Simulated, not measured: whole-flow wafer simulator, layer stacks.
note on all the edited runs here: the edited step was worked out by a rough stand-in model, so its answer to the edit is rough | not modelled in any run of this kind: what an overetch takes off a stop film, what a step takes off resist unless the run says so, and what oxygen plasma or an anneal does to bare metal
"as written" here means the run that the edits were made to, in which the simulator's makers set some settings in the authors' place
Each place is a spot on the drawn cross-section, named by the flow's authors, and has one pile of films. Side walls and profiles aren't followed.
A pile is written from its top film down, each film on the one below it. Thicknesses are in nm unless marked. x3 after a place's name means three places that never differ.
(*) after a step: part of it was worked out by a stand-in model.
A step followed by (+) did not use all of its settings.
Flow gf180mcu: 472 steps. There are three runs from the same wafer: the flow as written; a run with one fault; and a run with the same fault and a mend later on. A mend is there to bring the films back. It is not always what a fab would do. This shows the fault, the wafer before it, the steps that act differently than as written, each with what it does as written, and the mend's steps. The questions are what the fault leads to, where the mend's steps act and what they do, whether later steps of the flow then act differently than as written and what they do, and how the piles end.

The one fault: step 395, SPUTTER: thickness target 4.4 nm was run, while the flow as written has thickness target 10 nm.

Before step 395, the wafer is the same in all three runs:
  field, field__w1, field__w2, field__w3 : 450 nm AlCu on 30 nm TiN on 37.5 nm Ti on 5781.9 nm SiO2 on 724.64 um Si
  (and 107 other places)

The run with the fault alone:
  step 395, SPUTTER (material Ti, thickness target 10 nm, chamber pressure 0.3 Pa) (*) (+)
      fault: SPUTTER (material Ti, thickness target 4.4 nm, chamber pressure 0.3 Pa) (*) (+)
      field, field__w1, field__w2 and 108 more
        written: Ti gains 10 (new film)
        fault: Ti gains 4.4 (new film)
  Later steps of the flow acting differently than as written (1 other step is not shown; it differs only slightly, by no more than 2% or 0.5 nm, whichever is larger):
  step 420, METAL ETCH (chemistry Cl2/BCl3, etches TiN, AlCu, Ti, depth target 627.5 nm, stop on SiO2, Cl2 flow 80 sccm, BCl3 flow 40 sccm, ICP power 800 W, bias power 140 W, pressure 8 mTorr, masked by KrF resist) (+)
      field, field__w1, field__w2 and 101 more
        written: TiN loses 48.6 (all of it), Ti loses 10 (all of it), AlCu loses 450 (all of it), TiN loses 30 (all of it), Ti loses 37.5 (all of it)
        fault: TiN loses 48.6 (all of it), Ti loses 4.4 (all of it), AlCu loses 450 (all of it), TiN loses 30 (all of it), Ti loses 37.5 (all of it)
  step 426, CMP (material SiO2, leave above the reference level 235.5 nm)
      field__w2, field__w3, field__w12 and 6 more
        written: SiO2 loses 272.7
        fault: SiO2 loses 278.5
  At field__w4, field__w8, contact, m1, m1__w1, mim, mim_1p0, m1_nw, the piles at the end differ from the flow's by more than 2% or 0.5 nm, whichever is larger.
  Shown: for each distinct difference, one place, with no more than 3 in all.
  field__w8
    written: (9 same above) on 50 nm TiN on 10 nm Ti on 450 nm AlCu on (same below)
    fault: (9 same above) on 50 nm TiN on 4.4 nm Ti on 450 nm AlCu on (same below)
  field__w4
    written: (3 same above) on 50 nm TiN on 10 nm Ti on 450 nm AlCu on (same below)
    fault: (3 same above) on 50 nm TiN on 4.4 nm Ti on 450 nm AlCu on (same below)
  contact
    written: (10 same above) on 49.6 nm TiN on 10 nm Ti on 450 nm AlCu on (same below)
    fault: (10 same above) on 49.6 nm TiN on 4.4 nm Ti on 450 nm AlCu on (same below)

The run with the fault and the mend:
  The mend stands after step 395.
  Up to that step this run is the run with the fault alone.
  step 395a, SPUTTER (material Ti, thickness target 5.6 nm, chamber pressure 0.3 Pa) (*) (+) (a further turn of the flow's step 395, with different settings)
      field, field__w1, field__w2 and 108 more
        Ti gains 5.6
  None of the later steps of the flow acts differently than as written at any place that is followed.
  The piles end the same as the flow's at every place that both follow.
